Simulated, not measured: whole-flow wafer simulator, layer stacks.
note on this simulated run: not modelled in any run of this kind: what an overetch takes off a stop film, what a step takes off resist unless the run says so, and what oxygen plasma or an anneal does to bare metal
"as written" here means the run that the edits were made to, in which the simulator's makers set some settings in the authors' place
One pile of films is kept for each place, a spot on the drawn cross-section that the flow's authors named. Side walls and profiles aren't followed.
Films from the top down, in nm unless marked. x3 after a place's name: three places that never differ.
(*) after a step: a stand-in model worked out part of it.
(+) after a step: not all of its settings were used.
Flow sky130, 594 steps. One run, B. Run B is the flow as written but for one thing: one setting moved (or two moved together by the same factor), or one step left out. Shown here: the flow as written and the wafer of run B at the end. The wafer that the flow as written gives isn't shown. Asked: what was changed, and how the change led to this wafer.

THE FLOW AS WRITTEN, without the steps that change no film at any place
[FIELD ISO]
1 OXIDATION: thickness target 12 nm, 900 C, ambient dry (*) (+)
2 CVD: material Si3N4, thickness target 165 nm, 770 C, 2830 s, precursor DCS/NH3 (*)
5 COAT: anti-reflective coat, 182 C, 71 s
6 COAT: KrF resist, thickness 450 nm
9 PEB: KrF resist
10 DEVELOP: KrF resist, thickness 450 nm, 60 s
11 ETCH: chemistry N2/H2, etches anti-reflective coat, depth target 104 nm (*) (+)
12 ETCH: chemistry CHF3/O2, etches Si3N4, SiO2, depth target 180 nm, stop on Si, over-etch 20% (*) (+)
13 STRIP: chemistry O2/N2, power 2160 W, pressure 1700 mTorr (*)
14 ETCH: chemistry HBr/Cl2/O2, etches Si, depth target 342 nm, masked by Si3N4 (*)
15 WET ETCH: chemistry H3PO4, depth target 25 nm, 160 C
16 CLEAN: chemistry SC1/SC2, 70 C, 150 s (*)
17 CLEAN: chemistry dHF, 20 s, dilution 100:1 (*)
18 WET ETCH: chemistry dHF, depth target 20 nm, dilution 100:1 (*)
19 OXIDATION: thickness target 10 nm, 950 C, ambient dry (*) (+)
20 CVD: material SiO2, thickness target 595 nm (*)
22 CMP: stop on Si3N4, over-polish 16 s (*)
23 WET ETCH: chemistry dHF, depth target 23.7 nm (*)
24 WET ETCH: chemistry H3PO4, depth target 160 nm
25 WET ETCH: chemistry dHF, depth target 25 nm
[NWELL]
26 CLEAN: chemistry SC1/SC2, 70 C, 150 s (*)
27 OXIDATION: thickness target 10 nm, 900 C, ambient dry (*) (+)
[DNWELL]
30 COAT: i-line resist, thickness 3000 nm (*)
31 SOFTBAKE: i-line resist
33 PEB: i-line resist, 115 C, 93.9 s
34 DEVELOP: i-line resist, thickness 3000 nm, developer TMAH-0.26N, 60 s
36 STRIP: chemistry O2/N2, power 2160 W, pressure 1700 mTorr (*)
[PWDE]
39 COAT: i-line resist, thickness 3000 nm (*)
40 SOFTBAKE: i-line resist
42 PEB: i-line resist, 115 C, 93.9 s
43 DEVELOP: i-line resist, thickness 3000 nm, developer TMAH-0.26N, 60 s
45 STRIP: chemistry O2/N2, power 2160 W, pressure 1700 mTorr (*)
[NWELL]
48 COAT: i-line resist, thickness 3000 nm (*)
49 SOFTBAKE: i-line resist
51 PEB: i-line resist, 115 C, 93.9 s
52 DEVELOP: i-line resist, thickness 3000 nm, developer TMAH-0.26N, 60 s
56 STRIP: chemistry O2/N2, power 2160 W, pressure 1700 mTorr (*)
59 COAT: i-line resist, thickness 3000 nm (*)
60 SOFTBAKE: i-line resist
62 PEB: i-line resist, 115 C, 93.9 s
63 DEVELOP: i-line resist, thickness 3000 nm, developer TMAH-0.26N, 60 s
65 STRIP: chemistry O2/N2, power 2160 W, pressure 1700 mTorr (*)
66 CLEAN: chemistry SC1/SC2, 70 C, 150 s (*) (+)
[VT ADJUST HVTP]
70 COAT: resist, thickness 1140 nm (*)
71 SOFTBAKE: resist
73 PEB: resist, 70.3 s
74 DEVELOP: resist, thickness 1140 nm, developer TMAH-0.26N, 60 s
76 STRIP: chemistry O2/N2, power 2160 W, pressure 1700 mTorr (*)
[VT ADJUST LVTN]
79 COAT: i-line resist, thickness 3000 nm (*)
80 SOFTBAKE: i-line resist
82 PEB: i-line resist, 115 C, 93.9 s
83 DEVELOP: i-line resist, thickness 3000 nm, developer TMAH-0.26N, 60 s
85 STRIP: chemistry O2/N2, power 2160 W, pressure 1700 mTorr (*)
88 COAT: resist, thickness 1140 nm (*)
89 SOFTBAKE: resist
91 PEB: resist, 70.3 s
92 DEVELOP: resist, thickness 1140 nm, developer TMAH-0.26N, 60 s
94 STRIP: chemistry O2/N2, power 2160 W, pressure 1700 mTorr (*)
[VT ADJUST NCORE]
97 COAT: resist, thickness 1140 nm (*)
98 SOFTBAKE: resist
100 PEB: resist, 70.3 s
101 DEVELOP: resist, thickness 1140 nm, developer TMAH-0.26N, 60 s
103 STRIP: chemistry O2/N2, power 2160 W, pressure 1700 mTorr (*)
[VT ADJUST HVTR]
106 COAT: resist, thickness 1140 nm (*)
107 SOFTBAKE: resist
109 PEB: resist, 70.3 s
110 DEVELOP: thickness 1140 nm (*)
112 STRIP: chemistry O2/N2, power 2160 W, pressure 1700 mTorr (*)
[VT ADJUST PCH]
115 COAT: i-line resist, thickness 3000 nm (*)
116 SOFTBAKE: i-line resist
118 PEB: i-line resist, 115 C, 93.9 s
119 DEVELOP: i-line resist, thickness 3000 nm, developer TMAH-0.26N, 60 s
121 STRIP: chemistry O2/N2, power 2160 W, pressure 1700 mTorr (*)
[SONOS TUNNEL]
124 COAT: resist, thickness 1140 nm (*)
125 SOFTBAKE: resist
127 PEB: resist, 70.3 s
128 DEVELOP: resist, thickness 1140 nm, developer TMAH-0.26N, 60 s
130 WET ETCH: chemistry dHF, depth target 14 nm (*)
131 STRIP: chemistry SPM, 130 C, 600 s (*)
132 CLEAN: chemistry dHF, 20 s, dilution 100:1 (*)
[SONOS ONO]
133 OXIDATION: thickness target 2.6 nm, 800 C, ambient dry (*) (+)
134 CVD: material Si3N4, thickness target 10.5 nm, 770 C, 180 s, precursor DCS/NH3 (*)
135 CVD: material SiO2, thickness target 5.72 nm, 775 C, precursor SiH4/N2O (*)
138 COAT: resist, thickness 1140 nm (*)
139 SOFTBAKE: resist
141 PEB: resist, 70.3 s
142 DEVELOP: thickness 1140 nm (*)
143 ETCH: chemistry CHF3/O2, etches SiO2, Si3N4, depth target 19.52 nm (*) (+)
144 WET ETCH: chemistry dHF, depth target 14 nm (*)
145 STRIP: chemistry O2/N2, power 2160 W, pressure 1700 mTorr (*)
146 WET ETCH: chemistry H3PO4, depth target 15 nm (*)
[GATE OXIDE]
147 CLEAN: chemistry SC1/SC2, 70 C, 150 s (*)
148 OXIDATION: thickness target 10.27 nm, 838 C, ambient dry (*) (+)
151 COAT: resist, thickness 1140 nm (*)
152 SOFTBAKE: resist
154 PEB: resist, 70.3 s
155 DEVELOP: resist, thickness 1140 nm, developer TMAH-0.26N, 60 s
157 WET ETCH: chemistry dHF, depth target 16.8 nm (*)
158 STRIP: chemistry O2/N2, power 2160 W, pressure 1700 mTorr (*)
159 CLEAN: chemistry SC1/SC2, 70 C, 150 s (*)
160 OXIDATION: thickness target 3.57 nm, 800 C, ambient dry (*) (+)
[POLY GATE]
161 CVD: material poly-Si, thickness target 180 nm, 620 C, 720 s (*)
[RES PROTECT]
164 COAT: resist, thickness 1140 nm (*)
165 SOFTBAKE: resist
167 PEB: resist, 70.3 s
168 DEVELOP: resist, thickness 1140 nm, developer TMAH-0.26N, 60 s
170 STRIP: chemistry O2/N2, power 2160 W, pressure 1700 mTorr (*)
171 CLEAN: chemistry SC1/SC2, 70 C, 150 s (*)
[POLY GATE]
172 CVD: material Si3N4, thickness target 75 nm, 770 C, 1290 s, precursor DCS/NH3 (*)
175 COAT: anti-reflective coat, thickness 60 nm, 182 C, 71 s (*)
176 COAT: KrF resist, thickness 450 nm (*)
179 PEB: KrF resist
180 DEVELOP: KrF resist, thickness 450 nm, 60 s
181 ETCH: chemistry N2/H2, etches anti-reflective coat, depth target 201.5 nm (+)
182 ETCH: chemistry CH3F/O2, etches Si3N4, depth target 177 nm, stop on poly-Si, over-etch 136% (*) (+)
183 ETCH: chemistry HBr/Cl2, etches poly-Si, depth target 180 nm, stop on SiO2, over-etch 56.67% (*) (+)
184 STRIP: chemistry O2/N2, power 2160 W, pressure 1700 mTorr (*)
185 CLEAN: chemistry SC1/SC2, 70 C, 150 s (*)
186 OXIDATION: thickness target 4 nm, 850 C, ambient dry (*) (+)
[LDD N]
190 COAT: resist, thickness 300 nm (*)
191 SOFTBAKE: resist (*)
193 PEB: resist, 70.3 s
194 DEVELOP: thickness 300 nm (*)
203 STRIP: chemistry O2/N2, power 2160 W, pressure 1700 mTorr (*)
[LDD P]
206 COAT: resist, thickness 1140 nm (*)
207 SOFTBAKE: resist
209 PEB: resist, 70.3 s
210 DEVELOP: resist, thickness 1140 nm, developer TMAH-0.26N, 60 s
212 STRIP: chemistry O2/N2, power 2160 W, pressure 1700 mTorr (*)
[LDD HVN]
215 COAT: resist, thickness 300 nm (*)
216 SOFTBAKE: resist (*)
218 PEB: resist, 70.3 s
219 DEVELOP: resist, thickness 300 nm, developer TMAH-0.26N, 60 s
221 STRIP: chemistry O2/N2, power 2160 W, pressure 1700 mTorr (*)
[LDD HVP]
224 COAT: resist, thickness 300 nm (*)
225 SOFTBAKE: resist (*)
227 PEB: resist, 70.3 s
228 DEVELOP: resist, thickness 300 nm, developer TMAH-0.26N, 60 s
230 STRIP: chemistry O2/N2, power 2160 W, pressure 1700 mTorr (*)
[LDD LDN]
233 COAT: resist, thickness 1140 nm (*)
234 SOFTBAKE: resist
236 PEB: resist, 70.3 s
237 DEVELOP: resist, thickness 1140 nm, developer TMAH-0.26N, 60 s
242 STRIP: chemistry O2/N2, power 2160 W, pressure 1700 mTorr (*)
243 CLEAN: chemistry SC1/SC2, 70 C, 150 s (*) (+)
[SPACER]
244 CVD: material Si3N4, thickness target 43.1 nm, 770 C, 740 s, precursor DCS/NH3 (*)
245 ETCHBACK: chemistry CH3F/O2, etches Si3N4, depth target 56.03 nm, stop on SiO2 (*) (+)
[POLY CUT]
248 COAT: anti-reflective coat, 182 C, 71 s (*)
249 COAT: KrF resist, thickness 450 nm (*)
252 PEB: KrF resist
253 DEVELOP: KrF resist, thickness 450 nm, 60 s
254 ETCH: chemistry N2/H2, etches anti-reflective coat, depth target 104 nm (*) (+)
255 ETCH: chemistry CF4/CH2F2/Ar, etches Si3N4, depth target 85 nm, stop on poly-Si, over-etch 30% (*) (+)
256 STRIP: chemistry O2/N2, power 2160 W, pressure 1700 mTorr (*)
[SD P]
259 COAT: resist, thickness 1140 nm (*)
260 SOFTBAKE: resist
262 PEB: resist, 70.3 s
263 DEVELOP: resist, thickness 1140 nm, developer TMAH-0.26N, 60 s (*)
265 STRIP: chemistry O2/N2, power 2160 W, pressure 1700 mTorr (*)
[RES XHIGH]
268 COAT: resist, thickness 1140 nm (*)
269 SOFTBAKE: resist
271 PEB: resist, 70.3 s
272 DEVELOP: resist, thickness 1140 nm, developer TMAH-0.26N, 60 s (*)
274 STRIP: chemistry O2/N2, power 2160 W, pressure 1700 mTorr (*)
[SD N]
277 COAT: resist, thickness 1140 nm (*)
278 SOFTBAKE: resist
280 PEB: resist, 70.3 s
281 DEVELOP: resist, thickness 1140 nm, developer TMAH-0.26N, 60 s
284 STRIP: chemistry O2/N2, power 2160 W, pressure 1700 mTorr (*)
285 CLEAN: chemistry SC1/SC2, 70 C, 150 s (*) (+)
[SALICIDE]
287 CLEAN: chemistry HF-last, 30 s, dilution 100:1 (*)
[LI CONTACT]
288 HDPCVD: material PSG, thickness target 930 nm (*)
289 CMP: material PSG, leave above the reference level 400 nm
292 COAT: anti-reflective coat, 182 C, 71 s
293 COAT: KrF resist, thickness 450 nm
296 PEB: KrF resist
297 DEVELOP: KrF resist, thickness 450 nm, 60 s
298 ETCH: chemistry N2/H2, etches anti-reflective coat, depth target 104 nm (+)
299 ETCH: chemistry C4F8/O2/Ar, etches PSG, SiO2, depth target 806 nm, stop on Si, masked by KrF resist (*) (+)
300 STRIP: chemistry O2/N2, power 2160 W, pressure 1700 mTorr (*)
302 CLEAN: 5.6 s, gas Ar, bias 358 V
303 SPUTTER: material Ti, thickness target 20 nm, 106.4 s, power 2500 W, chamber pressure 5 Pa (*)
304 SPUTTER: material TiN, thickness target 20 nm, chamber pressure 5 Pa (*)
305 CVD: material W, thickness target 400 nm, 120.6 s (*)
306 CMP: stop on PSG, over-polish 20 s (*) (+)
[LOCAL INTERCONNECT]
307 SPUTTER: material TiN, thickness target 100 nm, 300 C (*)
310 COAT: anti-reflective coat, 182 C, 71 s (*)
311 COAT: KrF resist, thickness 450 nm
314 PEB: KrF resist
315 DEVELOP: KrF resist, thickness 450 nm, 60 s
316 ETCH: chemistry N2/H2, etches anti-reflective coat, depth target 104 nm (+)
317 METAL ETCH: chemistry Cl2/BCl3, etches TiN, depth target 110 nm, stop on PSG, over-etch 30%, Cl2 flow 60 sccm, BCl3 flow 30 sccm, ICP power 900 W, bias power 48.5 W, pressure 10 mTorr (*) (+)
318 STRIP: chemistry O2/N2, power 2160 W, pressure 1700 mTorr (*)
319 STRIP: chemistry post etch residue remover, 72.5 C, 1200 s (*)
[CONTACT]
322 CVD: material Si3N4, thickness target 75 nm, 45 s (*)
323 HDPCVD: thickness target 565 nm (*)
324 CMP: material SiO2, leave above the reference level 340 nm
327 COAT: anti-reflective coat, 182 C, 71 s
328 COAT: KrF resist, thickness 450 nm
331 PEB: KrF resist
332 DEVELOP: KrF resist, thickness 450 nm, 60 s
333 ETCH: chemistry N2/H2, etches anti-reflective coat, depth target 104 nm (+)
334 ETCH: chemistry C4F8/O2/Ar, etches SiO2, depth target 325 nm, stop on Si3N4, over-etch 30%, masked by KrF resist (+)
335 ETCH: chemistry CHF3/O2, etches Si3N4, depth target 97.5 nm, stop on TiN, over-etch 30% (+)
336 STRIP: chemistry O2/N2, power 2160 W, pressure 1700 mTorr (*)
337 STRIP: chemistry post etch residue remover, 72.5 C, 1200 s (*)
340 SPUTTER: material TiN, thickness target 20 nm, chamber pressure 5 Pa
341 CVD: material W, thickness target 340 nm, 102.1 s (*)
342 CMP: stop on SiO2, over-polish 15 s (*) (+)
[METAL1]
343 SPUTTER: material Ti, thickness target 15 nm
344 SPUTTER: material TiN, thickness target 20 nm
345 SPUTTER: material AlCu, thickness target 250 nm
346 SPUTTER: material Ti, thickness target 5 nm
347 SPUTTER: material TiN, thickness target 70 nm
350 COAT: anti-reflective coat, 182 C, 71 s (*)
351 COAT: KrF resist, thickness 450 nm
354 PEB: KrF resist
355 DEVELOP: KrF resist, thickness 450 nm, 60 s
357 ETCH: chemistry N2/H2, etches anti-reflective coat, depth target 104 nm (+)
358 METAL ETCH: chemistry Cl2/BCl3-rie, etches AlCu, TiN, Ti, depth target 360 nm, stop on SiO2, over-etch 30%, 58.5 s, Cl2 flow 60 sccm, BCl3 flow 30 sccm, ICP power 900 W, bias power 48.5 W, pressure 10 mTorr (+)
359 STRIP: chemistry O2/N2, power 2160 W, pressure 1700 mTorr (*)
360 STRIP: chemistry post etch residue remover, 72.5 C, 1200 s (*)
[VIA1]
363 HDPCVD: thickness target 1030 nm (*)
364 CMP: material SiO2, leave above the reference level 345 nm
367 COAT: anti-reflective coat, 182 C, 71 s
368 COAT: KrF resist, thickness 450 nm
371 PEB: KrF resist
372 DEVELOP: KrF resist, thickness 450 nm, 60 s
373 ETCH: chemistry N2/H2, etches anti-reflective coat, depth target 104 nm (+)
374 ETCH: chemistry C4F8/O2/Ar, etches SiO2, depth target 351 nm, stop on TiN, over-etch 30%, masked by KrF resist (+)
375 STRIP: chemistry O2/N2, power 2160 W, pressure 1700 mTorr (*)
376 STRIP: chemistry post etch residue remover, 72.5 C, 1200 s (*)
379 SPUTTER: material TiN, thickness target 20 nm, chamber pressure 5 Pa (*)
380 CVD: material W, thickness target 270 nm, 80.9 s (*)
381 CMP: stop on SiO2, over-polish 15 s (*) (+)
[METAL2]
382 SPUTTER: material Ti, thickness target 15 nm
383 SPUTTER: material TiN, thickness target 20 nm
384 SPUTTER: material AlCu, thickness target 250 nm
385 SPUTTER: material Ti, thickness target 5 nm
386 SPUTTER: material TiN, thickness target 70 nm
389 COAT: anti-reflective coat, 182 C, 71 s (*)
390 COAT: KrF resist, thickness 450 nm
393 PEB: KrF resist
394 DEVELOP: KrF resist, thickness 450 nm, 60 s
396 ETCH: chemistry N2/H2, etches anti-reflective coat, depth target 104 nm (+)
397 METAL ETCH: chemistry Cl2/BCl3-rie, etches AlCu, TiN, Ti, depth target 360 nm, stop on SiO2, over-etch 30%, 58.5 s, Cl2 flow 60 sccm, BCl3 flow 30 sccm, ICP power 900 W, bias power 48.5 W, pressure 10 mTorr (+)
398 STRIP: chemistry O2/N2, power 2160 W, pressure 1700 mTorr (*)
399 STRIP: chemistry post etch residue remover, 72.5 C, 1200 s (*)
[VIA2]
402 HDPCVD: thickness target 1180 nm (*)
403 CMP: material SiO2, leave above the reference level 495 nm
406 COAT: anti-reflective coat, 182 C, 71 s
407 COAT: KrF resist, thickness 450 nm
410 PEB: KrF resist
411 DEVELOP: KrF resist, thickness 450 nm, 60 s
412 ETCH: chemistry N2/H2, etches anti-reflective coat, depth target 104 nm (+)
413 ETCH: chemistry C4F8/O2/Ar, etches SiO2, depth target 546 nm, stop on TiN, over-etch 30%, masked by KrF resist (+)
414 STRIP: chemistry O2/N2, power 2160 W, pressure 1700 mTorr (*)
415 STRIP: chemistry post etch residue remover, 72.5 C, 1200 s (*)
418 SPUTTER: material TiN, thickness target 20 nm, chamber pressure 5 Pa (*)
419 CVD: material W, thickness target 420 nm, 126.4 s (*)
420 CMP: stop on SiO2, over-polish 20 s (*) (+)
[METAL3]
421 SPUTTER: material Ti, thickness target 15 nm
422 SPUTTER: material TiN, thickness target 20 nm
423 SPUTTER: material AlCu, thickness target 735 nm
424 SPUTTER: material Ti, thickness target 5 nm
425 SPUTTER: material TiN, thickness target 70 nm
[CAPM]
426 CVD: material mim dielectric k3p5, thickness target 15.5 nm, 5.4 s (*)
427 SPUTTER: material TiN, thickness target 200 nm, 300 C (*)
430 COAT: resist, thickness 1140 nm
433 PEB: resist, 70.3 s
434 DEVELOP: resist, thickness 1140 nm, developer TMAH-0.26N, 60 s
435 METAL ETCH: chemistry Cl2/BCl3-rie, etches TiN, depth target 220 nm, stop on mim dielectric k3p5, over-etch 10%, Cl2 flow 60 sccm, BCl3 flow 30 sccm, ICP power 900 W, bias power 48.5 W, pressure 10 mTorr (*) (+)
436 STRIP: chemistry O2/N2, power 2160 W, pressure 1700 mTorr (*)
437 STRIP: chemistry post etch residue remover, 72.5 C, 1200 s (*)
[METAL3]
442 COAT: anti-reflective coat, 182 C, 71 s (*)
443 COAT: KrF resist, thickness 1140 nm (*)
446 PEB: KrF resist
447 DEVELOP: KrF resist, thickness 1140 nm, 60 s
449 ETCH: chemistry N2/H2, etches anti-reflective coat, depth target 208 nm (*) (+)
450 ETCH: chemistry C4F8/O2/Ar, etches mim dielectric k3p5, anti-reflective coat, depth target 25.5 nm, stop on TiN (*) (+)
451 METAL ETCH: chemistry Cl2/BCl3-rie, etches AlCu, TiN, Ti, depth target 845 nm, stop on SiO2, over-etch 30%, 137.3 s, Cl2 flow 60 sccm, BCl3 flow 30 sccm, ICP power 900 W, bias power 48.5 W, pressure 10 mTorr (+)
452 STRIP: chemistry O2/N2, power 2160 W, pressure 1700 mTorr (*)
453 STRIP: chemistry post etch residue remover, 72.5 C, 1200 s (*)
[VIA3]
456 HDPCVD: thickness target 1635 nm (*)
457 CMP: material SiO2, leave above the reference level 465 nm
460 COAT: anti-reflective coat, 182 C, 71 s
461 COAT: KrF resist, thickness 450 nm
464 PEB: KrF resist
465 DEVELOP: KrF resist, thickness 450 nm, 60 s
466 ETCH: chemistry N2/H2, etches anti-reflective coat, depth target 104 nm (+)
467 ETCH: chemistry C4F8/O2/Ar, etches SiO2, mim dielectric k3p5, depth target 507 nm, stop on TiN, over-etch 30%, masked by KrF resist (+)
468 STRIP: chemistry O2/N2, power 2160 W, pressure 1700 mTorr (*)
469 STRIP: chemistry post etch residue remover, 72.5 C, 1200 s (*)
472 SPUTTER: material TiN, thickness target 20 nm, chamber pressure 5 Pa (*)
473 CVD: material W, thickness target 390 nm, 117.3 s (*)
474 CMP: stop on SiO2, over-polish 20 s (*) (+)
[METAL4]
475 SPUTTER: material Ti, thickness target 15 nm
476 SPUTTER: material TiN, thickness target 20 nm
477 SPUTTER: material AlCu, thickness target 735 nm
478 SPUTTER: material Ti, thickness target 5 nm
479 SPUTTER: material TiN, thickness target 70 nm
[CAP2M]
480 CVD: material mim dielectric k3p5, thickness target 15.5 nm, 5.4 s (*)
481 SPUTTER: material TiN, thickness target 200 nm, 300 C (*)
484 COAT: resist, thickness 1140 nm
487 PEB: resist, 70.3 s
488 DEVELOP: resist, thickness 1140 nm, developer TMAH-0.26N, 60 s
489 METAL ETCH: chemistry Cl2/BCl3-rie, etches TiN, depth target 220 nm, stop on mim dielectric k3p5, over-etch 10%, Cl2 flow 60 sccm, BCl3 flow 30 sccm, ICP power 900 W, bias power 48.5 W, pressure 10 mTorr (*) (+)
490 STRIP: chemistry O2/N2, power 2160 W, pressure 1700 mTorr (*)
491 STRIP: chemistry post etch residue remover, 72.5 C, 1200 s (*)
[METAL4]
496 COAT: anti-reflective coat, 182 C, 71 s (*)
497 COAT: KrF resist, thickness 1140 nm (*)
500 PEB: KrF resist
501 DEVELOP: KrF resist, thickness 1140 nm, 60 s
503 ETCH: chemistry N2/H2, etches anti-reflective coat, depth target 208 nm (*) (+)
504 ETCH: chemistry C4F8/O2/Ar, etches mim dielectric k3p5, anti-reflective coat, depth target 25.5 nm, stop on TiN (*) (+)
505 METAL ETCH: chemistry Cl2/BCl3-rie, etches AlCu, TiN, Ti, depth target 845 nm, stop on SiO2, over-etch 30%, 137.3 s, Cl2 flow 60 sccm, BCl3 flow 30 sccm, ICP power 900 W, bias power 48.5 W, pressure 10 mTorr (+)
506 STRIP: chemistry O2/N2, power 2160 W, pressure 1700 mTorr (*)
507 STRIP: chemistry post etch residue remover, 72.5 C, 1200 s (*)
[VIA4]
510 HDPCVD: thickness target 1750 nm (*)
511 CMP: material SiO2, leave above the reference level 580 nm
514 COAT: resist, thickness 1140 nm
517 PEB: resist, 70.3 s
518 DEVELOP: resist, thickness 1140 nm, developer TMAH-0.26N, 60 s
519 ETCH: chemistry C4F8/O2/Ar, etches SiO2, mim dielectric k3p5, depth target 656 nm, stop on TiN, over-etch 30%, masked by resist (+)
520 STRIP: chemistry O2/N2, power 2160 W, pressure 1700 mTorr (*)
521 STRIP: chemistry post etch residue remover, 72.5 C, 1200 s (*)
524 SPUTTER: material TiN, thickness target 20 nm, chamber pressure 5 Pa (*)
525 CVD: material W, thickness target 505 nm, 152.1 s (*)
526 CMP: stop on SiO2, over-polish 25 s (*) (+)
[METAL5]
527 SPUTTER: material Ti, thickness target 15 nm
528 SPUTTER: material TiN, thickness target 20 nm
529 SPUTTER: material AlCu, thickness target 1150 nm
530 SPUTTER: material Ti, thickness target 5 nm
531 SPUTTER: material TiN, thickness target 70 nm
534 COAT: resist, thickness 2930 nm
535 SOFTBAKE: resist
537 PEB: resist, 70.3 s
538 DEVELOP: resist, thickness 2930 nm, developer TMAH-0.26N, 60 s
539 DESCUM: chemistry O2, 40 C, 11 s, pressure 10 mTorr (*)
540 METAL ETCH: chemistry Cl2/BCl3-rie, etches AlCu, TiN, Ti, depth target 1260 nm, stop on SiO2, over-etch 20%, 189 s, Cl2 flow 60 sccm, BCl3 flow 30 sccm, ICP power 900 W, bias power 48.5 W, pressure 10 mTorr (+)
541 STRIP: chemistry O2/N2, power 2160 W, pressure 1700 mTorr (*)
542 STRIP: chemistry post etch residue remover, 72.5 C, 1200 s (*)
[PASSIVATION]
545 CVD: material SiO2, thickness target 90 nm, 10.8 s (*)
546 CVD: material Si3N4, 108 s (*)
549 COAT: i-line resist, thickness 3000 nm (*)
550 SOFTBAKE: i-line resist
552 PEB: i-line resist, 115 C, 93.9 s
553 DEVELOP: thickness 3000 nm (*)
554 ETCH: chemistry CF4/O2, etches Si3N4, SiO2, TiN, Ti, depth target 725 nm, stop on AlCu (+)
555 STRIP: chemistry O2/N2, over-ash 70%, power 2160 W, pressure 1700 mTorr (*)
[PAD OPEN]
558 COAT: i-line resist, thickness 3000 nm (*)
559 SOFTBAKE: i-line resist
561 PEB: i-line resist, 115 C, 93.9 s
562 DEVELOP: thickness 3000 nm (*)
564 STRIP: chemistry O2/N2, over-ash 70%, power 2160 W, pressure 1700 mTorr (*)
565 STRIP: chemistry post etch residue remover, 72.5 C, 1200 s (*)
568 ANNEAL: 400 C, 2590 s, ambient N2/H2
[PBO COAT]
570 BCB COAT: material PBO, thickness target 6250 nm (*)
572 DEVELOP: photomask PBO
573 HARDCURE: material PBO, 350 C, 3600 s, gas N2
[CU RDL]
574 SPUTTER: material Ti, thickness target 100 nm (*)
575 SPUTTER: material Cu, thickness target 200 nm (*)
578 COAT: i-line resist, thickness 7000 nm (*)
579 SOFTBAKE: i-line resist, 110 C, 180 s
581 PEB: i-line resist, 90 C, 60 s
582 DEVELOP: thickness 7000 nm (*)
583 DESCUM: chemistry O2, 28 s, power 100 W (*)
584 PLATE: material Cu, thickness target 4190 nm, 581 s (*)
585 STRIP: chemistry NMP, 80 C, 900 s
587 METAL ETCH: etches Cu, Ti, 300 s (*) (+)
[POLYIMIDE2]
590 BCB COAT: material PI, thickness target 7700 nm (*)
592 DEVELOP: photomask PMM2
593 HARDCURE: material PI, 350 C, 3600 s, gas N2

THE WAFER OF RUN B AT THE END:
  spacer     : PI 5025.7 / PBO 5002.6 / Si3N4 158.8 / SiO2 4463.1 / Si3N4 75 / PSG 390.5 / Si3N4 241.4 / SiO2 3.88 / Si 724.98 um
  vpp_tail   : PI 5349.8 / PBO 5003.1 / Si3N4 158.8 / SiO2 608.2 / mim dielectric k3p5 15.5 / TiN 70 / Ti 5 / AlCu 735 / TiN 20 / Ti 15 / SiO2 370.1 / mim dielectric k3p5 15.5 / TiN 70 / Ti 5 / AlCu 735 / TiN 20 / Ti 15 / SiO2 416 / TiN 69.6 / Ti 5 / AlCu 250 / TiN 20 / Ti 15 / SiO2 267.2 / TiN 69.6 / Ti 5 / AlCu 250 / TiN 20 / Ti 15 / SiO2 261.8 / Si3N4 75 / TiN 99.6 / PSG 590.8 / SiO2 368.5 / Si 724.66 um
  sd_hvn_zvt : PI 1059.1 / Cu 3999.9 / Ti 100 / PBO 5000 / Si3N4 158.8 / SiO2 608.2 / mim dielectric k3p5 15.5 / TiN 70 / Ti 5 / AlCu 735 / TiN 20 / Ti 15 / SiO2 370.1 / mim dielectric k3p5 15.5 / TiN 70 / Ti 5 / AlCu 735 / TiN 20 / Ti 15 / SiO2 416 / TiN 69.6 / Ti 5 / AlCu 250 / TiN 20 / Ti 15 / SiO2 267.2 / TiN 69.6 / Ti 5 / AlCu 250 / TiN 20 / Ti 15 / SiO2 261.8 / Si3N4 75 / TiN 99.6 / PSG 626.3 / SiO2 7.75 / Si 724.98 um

The cause: step 540, METAL ETCH: depth target 1058 nm was run, where the flow has depth target 1260 nm; step 540, METAL ETCH: 159 s was run, where the flow has 189 s.

How the change led to this, step by step:
  540 METAL ETCH: chemistry Cl2/BCl3-rie, etches AlCu, TiN, Ti, depth target 1260 nm, stop on SiO2, over-etch 20%, 189 s, Cl2 flow 60 sccm, BCl3 flow 30 sccm, ICP power 900 W, bias power 48.5 W, pressure 10 mTorr (+)
      field, active, gate and 175 more: TiN -70 (all of it), Ti -5 (all of it), AlCu -1150 (all of it), TiN -20 (all of it), Ti -15 (all of it), SiO2 -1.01 (as written it would be: TiN -70 (all of it), Ti -5 (all of it), AlCu -1150 (all of it), TiN -20 (all of it), Ti -15 (all of it), SiO2 -25.2)
      n_well, p_well, sd_n and 12 more: resist -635 (as written it would be: resist -756)
  541 STRIP: chemistry O2/N2, power 2160 W, pressure 1700 mTorr (*)
      n_well, p_well, sd_n and 7 more: resist -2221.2 (all of it) (as written it would be: resist -2100.2 (all of it))
      ndiff_licon_rim, ndiff_licon: resist -2221.1 (all of it) (as written it would be: resist -2100.2 (all of it))
      (and at 3 more places)
  550 SOFTBAKE: i-line resist
      gate: i-line resist -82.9 (as written it would be: i-line resist -85.5)
      spacer: i-line resist -94.5 (as written it would be: i-line resist -97.5)
      (and at 50 more places)
  559 SOFTBAKE: i-line resist
      gate: i-line resist -82.9 (as written it would be: i-line resist -85.5)
      gate_hv: i-line resist +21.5 (as written it would be: i-line resist +22.2)
      (and at 53 more places)
  578 COAT: i-line resist, thickness 7000 nm (*)
      pad: i-line resist +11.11 um (new film) (as written it would be: i-line resist +11.08 um (new film))
  579 SOFTBAKE: i-line resist, 110 C, 180 s
      m5_stack_ln: i-line resist -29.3 (as written it would be: i-line resist -30)
  582 DEVELOP: thickness 7000 nm (*)
      pad: i-line resist -11.11 um (all of it) (as written it would be: i-line resist -11.08 um (all of it))
